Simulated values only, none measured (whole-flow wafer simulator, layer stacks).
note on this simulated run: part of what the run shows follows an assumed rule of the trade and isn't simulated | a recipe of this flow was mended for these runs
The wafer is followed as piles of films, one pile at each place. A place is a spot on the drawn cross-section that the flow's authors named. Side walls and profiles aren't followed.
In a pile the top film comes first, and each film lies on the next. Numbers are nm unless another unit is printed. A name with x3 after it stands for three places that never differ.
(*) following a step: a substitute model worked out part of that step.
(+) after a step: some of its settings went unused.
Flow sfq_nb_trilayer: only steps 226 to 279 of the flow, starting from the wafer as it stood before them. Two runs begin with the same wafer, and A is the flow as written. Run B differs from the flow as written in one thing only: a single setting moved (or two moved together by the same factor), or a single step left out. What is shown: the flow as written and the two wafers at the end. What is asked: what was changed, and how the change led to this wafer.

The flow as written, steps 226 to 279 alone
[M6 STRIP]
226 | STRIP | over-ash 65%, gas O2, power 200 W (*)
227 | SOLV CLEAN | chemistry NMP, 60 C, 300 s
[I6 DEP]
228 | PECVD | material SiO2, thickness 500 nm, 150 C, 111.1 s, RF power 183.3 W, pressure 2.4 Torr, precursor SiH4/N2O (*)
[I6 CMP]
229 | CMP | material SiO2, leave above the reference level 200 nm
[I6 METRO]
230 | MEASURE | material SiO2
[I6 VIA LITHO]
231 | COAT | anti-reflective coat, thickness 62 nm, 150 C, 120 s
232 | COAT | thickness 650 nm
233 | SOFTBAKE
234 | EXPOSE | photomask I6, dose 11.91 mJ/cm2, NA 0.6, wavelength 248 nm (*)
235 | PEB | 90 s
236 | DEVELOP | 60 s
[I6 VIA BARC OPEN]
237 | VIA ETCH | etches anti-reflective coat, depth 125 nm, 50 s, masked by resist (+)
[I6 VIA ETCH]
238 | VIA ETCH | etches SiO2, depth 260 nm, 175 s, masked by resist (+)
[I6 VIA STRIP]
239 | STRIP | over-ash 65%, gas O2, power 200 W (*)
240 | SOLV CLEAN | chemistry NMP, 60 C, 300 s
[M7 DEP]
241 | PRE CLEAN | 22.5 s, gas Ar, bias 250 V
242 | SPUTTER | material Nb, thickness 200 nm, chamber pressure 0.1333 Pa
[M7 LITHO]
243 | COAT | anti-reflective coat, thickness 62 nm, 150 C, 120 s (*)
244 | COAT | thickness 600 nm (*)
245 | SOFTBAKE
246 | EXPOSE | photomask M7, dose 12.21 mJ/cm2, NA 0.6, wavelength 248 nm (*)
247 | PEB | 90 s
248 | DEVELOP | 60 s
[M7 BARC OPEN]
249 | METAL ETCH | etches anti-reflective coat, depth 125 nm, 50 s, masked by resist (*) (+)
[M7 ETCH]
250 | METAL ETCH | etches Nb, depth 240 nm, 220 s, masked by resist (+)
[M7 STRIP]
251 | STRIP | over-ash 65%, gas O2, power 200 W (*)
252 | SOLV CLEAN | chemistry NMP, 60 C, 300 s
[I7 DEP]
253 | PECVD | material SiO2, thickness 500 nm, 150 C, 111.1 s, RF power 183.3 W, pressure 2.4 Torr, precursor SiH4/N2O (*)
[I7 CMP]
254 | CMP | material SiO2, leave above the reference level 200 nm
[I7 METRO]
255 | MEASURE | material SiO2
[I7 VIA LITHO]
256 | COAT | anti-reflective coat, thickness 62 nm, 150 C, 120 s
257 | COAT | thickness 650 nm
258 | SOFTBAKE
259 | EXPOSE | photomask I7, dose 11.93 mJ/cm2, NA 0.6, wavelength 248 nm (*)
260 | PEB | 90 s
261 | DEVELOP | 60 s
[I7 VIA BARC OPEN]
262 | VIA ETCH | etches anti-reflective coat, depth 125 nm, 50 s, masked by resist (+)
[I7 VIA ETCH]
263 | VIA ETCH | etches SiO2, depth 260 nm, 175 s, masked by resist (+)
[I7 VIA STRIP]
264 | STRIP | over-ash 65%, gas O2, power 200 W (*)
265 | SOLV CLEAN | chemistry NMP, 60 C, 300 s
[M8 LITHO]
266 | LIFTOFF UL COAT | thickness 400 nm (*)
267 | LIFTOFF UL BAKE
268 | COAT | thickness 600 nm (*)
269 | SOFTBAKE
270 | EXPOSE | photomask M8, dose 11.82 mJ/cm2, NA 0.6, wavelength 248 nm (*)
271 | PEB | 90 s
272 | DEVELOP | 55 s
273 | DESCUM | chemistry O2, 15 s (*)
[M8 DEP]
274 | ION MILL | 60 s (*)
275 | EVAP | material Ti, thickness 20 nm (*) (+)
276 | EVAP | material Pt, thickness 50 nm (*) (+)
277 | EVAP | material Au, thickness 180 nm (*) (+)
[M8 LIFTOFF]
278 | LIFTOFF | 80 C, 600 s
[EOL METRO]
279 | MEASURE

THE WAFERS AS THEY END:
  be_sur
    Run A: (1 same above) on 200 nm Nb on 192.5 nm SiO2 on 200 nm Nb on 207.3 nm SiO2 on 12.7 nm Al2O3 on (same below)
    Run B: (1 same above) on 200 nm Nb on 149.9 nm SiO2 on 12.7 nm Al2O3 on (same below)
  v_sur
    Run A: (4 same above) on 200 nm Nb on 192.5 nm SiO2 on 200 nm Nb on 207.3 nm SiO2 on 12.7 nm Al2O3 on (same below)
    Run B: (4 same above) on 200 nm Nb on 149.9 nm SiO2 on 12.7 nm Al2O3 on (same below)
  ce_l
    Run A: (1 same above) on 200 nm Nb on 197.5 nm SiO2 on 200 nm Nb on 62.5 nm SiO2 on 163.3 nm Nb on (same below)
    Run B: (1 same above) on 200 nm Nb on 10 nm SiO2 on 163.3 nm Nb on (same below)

Cause: step 228, PECVD: material SiO2, thickness 500 nm, 150 C, 111.1 s, RF power 183.3 W, pressure 2.4 Torr, precursor SiH4/N2O (*), was omitted.

The path from the change to this, step by step:
  229 | CMP | material SiO2, leave above the reference level 200 nm
      v_sur, via_wl, via_w and 15 more: A SiO2 loses 300 | B Nb loses 200 (all of it), SiO2 loses 50
      ce_l, ce_r, wl_jj: A SiO2 loses 295 | B Nb loses 200 (all of it), SiO2 loses 45
      (also at 85 further places)
  231 | COAT | anti-reflective coat, thickness 62 nm, 150 C, 120 s
      jj_sur, c5j: A anti-reflective coat gains 62 (new film) | B anti-reflective coat gains 63.6 (new film)
      via_sp: A anti-reflective coat gains 62 (new film) | B anti-reflective coat gains 63.8 (new film)
      (also at 6 further places)
  232 | COAT | thickness 650 nm
      be: A KrF-resist-other-grade gains 650 (new film) | B KrF-resist-other-grade gains 666.4 (new film)
  237 | VIA ETCH | etches anti-reflective coat, depth 125 nm, 50 s, masked by resist (+)
      via_v: A anti-reflective coat loses 62 (all of it), SiO2 loses 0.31 | B anti-reflective coat loses 59.9 (all of it), SiO2 loses 0.33
  238 | VIA ETCH | etches SiO2, depth 260 nm, 175 s, masked by resist (+)
      via_v: A SiO2 loses 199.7 (all of it), Nb loses 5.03 | B SiO2 loses 157 (all of it), Al2O3 loses 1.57
  239 | STRIP | over-ash 65%, gas O2, power 200 W (*)
      via_sp: A KrF-resist-other-grade loses 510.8 (all of it), anti-reflective coat loses 62 (all of it) | B KrF-resist-other-grade loses 507.6 (all of it), anti-reflective coat loses 63.8 (all of it)
      wire: A KrF-resist-other-grade loses 510.8 (all of it), anti-reflective coat loses 62 (all of it) | B KrF-resist-other-grade loses 518.6 (all of it), anti-reflective coat loses 46.8 (all of it)
      (also at 6 further places)
  241 | PRE CLEAN | 22.5 s, gas Ar, bias 250 V
      be_r, r_sur, res, r_end, r5r_line_l x3: A SiO2 loses 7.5 | B MoNx loses 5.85 (all of it)
      be, c5j: A SiO2 loses 7.5 | B Nb loses 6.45
      (also at 1 further place)
  242 | SPUTTER | material Nb, thickness 200 nm, chamber pressure 0.1333 Pa
      via_v: A Nb gains 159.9 | B Nb gains 172 (new film)
      be: A Nb gains 200 (new film) | B Nb gains 190.6
      (also at 1 further place)
  243 | COAT | anti-reflective coat, thickness 62 nm, 150 C, 120 s (*)
      via_v: A anti-reflective coat gains 128 (new film) | B anti-reflective coat gains 115 (new film)
      wire: A anti-reflective coat gains 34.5 (new film) | B anti-reflective coat gains 25.5 (new film)
      (also at 8 further places)
  244 | COAT | thickness 600 nm (*)
      via_v: A KrF-resist-other-grade gains 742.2 (new film) | B KrF-resist-other-grade gains 696.5 (new film)
      be: A KrF-resist-other-grade gains 585.4 (new film) | B KrF-resist-other-grade gains 604.3 (new film)
  250 | METAL ETCH | etches Nb, depth 240 nm, 220 s, masked by resist (+)
      r5r_line_l x3: A Nb loses 200 (all of it), SiO2 loses 4 | B Nb loses 200 (all of it), Ti loses 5 (all of it), SiO2 loses 3.5
  251 | STRIP | over-ash 65%, gas O2, power 200 W (*)
      via_v: A KrF-resist-other-grade loses 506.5 (all of it), anti-reflective coat loses 128 (all of it) | B KrF-resist-other-grade loses 460.8 (all of it), anti-reflective coat loses 115 (all of it)
      wire: A KrF-resist-other-grade loses 368.8 (all of it), anti-reflective coat loses 34.5 (all of it) | B KrF-resist-other-grade loses 374.5 (all of it), anti-reflective coat loses 25.5 (all of it)
      (also at 8 further places)
  253 | PECVD | material SiO2, thickness 500 nm, 150 C, 111.1 s, RF power 183.3 W, pressure 2.4 Torr, precursor SiH4/N2O (*)
      via_v: A SiO2 gains 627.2 (new film) | B SiO2 gains 538.8 (new film)
  254 | CMP | material SiO2, leave above the reference level 200 nm
      r5r_line_l x3: A SiO2 loses 96 | B SiO2 loses 93.1
      via_v: A SiO2 loses 183.1 | B SiO2 loses 157.1
      (also at 1 further place)
Taking metal films that touch as one body, be_sur has 3 bodies (between them, from the top down: SiO2 149.9 / Al2O3 12.7 / Nb2O5 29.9; SiO2 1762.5); the flow as written gives 4 bodies (between them, from the top down: SiO2 192.5; SiO2 207.3 / Al2O3 12.7 / Nb2O5 29.9; SiO2 1762.5).
Taking metal films that touch as one body, v_sur has 8 bodies (between them, from the top down: SiO2 192.7; SiO2 149.9 / Al2O3 12.7 / Nb2O5 29.9; SiO2 192.5; SiO2 192.5; SiO2 192.5; SiO2 192.5; SiO2 192.5); the flow as written gives 9 bodies (between them, from the top down: SiO2 192.7; SiO2 192.5; SiO2 207.3 / Al2O3 12.7 / Nb2O5 29.9; SiO2 192.5; SiO2 192.5; SiO2 192.5; SiO2 192.5; SiO2 192.5).
Taking metal films that touch as one body, ce_l has 4 bodies (between them, from the top down: SiO2 10; Al2O3 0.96; SiO2 1762.5); the flow as written gives 5 bodies (between them, from the top down: SiO2 197.5; SiO2 62.5; Al2O3 0.96; SiO2 1762.5).
